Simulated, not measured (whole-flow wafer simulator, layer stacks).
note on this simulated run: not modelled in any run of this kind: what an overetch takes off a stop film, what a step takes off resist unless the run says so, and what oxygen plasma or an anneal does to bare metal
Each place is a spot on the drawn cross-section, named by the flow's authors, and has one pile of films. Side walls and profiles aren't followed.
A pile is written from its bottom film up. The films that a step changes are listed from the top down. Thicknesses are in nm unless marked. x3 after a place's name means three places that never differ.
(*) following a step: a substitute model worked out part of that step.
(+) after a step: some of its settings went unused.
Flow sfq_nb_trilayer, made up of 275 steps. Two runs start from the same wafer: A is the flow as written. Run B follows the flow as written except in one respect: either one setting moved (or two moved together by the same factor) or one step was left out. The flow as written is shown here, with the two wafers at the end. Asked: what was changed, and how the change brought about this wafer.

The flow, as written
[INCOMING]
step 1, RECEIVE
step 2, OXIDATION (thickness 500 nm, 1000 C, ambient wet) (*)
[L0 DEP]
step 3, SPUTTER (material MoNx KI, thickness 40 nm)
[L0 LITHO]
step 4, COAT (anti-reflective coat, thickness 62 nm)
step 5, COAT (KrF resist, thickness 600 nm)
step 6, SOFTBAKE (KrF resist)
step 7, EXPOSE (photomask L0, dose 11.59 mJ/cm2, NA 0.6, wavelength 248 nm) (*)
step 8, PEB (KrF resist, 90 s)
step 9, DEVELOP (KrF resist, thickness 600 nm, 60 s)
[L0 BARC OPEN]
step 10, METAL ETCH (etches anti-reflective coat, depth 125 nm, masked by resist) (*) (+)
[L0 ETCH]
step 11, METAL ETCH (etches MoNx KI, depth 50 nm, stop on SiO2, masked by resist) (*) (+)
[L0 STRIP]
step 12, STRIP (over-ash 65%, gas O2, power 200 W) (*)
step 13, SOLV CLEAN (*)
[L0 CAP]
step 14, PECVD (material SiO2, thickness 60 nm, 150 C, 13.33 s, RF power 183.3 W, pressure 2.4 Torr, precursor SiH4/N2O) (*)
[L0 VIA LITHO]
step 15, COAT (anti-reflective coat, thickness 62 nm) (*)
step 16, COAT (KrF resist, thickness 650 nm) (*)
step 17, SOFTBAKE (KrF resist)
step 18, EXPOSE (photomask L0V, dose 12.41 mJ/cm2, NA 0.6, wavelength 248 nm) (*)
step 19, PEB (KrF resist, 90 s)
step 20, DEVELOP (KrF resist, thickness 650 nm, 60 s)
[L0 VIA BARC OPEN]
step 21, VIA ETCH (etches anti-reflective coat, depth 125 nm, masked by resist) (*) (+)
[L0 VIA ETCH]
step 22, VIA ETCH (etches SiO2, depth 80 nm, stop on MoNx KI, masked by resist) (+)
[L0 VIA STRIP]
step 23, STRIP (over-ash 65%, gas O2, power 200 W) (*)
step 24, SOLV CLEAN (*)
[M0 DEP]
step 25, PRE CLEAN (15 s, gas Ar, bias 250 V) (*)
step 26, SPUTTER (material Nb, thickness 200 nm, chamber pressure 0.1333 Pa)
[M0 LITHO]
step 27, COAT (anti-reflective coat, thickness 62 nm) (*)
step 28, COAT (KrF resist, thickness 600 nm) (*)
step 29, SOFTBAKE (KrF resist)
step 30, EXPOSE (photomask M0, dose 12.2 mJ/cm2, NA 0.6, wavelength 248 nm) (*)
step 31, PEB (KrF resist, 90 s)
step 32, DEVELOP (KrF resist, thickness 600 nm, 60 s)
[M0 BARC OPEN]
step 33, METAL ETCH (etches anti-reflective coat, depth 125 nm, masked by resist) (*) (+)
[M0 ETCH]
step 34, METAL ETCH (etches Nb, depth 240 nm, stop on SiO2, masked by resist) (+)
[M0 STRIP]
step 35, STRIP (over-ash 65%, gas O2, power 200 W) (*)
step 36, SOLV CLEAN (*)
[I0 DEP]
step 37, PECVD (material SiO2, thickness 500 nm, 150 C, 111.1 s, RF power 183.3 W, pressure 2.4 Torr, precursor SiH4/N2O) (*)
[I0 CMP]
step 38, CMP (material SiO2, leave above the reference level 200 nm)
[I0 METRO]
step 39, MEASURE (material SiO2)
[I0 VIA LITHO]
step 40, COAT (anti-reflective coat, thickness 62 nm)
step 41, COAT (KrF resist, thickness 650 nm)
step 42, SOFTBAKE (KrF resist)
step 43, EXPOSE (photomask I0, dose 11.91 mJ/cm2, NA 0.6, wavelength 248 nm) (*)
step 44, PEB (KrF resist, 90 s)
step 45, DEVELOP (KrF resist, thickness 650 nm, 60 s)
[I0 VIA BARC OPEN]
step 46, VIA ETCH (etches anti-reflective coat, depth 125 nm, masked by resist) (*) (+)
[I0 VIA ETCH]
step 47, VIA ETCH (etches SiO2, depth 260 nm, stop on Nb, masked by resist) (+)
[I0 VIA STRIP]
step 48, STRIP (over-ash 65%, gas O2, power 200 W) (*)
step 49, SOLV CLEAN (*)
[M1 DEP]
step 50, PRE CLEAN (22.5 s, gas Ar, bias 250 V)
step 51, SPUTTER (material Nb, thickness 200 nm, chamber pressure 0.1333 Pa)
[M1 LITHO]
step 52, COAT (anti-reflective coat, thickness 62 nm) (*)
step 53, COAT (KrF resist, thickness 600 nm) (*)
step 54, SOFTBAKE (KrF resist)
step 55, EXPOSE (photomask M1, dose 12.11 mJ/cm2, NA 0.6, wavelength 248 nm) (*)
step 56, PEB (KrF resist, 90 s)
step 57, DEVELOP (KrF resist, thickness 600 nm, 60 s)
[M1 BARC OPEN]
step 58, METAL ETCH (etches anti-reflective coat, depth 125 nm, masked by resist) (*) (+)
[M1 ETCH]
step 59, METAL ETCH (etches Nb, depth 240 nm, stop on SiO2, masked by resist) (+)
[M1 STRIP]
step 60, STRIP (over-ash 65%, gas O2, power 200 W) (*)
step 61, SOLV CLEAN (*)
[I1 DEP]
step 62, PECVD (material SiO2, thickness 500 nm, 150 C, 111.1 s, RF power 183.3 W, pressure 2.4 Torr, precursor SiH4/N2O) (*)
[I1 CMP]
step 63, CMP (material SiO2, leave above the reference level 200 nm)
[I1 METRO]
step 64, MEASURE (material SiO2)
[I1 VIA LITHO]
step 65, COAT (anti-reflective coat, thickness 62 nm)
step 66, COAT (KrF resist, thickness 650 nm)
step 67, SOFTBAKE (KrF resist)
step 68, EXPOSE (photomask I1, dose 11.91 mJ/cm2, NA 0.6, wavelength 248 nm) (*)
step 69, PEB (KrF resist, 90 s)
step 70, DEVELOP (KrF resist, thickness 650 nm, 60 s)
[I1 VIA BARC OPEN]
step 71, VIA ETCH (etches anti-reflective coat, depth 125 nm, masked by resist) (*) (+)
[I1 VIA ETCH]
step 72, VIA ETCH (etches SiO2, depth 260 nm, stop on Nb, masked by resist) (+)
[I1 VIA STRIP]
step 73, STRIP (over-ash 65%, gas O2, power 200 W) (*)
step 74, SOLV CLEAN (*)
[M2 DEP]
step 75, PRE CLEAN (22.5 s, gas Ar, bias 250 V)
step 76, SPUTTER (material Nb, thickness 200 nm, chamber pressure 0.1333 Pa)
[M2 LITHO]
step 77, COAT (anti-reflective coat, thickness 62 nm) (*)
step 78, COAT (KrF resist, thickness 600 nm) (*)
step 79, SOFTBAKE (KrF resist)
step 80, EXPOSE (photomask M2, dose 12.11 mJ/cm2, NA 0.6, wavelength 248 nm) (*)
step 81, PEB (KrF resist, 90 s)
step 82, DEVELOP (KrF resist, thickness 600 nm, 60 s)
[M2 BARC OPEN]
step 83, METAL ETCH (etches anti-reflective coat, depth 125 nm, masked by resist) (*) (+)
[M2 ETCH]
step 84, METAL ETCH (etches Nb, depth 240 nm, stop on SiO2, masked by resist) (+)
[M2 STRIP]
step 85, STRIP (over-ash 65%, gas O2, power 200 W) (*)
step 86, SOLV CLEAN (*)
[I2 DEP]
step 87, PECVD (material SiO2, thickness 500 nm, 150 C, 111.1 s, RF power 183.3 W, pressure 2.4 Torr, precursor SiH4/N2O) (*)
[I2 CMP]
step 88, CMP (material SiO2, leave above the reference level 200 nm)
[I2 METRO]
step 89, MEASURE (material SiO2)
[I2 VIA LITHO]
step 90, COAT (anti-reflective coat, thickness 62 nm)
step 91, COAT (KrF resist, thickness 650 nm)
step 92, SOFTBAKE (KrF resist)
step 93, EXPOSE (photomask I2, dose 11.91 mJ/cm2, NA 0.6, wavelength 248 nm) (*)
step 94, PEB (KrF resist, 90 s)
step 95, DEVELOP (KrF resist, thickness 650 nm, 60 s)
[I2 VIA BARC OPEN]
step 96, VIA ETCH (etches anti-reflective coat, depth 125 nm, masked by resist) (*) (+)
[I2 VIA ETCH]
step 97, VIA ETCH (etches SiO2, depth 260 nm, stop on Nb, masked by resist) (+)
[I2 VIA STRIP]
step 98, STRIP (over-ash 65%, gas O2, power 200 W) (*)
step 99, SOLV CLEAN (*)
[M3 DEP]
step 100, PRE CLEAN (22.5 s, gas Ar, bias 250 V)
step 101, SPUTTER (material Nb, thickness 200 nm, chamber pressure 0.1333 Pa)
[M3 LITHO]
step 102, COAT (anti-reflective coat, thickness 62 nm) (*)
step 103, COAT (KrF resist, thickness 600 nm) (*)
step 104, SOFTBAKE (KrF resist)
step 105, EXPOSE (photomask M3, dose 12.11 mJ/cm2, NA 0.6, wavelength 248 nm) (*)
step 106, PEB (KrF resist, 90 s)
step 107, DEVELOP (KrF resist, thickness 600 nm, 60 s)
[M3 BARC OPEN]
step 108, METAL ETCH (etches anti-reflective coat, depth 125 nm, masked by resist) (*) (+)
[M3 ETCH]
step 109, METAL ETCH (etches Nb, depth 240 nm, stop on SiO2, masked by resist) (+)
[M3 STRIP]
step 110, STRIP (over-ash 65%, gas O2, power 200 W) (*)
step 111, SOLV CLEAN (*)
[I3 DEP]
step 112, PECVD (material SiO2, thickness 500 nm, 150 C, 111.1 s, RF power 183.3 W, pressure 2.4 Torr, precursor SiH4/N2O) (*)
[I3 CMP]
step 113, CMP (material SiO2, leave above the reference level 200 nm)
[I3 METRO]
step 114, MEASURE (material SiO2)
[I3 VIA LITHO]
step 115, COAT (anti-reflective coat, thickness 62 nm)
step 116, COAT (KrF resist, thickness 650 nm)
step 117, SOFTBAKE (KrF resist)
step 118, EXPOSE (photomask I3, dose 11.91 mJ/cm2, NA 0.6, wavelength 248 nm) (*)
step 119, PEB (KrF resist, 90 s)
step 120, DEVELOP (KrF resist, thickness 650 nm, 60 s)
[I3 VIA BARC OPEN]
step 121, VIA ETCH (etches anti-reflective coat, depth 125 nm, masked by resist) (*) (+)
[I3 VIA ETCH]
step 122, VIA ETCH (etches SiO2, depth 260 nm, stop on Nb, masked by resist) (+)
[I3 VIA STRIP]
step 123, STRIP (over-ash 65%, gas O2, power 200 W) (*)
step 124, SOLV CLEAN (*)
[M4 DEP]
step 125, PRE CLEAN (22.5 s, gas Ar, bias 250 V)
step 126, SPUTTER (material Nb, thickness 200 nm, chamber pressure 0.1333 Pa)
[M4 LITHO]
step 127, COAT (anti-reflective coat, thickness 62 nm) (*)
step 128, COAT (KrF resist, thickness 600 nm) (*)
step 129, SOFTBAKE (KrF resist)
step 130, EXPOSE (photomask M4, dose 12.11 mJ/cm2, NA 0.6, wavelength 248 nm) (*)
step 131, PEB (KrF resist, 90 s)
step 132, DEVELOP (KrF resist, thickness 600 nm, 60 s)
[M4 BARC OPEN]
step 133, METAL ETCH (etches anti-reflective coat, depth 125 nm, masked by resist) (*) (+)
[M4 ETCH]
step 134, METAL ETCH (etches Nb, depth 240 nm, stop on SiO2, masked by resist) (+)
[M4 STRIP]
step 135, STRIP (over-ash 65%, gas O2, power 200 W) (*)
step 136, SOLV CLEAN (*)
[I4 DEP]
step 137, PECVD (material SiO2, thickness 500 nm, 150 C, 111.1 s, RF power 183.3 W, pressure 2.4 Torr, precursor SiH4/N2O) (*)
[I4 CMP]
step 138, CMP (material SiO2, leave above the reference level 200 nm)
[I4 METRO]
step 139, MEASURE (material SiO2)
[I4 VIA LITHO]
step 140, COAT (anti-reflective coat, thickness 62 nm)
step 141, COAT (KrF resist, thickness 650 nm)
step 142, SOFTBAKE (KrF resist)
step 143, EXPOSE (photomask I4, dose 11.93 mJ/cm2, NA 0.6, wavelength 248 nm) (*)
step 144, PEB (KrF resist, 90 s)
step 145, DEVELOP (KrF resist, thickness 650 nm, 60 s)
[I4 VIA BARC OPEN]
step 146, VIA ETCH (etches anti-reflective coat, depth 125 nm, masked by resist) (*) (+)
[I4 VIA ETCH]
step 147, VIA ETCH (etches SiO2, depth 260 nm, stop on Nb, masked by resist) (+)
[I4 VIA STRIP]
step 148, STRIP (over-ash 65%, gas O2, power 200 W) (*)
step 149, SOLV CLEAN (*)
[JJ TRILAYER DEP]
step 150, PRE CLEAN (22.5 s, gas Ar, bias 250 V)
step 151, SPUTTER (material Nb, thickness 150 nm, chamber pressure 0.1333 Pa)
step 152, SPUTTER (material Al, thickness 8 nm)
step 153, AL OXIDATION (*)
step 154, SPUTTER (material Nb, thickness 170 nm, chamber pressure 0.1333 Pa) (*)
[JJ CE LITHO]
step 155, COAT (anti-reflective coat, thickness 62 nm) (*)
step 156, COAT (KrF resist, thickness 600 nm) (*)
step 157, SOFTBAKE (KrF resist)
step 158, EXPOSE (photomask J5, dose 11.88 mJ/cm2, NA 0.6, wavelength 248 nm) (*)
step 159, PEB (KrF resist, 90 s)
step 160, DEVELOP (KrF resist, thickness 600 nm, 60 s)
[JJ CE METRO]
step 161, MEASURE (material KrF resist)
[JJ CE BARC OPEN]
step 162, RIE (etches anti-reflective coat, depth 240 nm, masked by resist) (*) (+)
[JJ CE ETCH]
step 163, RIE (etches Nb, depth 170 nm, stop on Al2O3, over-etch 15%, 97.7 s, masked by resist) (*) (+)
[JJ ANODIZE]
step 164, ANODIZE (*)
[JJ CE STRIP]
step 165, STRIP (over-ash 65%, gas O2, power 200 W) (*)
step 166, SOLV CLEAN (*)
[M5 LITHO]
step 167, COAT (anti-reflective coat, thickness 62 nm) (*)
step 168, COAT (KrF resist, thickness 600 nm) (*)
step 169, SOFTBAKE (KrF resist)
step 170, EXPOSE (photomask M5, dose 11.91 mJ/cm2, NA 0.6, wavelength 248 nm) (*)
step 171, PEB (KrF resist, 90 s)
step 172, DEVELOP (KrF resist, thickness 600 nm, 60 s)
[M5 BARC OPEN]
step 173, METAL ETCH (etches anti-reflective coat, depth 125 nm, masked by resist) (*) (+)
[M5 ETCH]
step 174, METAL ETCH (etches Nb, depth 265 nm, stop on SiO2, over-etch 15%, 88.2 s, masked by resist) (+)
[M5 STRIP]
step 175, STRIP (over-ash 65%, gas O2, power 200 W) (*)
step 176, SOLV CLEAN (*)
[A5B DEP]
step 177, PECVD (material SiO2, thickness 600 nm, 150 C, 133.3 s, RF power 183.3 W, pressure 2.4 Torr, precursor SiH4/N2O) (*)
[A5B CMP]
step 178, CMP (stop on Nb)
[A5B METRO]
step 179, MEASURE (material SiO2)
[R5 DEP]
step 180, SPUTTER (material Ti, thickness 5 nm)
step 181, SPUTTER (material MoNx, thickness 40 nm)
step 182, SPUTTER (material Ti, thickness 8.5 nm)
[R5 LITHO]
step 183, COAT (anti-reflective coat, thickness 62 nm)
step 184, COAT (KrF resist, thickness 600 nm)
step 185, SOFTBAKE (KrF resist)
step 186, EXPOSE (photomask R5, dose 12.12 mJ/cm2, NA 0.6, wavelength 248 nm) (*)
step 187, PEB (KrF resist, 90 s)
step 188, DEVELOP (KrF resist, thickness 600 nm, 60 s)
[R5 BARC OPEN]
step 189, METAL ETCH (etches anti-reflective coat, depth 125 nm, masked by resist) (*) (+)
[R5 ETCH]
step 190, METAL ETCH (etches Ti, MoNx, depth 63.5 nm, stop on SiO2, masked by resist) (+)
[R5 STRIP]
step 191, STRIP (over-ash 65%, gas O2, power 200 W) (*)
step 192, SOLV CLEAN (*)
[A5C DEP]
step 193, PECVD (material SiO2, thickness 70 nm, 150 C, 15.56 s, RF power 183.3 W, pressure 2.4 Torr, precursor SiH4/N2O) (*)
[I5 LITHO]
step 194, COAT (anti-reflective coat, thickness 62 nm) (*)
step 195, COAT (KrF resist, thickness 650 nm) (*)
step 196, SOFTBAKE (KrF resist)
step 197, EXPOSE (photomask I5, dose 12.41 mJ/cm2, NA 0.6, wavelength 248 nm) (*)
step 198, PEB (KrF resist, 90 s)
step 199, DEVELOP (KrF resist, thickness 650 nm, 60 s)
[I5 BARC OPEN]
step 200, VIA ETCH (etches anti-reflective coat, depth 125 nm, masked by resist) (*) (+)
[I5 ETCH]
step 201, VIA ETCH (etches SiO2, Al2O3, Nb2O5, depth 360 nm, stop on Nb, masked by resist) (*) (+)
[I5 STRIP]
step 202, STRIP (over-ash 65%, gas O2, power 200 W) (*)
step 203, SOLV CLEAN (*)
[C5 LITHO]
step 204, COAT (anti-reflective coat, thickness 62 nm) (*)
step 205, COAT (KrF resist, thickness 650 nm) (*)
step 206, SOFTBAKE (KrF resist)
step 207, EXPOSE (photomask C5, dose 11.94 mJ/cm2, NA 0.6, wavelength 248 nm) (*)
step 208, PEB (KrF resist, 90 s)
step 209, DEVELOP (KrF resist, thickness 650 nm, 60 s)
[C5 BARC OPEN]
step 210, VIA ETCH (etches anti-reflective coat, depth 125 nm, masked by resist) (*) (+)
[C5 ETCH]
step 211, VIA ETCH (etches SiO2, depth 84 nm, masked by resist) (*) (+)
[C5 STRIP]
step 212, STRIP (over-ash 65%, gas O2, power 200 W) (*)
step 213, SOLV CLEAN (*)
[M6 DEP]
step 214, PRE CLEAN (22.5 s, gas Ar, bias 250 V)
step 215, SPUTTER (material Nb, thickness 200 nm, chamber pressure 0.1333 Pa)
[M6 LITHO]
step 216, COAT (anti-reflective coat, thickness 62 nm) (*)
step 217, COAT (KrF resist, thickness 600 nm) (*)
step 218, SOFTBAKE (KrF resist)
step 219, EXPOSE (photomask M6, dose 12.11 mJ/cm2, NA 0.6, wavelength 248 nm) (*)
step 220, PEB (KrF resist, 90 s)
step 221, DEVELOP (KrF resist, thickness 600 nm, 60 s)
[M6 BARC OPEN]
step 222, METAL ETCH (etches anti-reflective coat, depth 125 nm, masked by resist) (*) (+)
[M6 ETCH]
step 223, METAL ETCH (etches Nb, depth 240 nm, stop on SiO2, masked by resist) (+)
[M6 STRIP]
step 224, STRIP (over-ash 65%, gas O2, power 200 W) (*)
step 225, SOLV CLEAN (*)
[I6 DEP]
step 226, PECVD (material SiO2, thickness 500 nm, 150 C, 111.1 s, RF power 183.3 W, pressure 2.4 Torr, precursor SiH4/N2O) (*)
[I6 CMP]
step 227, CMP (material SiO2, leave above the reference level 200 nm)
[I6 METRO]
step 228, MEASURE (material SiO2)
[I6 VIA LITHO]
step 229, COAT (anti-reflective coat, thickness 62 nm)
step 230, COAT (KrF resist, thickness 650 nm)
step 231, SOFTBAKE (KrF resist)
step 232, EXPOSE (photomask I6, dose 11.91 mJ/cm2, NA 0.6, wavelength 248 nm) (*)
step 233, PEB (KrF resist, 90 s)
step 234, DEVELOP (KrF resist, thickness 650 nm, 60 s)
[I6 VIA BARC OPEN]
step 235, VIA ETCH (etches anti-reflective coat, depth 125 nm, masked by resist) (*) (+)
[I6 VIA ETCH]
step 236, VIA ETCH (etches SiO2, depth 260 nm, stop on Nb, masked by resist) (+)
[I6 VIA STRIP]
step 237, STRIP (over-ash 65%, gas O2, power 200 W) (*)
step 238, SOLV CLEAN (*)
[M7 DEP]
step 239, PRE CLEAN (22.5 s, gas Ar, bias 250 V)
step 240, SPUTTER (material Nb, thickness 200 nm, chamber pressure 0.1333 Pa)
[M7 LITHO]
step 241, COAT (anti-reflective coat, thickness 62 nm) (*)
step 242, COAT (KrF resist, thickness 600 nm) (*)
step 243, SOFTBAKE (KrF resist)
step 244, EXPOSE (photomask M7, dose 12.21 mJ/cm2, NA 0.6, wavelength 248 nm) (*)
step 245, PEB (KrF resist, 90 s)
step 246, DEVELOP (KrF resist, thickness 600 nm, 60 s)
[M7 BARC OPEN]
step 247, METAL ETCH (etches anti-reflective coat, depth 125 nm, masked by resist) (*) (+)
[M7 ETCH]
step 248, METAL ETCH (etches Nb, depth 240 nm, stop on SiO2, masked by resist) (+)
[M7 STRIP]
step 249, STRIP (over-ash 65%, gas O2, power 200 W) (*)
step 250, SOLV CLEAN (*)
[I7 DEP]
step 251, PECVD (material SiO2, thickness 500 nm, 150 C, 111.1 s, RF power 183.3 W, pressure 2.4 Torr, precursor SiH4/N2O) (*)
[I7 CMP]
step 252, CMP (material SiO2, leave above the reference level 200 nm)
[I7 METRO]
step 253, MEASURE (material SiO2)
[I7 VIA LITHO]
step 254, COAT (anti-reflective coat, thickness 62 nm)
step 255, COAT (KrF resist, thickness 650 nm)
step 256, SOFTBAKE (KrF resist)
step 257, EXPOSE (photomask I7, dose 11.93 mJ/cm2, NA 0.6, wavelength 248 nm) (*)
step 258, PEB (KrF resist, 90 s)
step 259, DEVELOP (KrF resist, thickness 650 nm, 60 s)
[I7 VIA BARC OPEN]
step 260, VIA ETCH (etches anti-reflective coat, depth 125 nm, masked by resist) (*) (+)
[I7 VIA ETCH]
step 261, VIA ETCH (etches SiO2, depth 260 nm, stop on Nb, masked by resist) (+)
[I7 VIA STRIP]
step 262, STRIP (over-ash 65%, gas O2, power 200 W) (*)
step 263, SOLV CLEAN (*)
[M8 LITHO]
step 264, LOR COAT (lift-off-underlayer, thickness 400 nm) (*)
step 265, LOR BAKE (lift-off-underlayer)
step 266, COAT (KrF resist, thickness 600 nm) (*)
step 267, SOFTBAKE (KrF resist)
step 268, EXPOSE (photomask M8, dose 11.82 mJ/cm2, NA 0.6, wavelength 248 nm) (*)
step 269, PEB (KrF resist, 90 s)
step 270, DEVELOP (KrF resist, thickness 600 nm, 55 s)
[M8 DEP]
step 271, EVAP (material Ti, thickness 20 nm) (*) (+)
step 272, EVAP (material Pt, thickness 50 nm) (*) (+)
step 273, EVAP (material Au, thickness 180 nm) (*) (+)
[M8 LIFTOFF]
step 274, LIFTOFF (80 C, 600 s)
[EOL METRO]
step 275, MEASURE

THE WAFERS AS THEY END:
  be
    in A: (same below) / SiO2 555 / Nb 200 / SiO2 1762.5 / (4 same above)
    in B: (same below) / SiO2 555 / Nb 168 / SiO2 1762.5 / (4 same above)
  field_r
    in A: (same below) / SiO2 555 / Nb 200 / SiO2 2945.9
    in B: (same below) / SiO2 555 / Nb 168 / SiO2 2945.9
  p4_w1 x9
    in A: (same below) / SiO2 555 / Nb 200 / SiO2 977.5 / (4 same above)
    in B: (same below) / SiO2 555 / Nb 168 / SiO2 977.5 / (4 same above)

What caused this: step 26, SPUTTER: thickness 168 nm was run, though the flow has thickness 200 nm.
One can read it off the wafer: be has Nb 168, and step 26 as written asks for 200 nm.

Step by step, how the change led to this:
  step 26, SPUTTER (material Nb, thickness 200 nm, chamber pressure 0.1333 Pa)
      field_l, v_sur, via_wl and 102 more: A Nb gains 200 (new film) | B Nb gains 168 (new film)
      l0v: A Nb gains 195.7 (new film) | B Nb gains 163.7 (new film)
  step 34, METAL ETCH (etches Nb, depth 240 nm, stop on SiO2, masked by resist) (+)
      moat, m0r_space_l, m0r_space_r: A Nb loses 200 (all of it) | B Nb loses 168 (all of it)
  step 37, PECVD (material SiO2, thickness 500 nm, 150 C, 111.1 s, RF power 183.3 W, pressure 2.4 Torr, precursor SiH4/N2O) (*)
      moat, m0r_space_l, m0r_space_r: A SiO2 gains 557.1 | B SiO2 gains 525.1
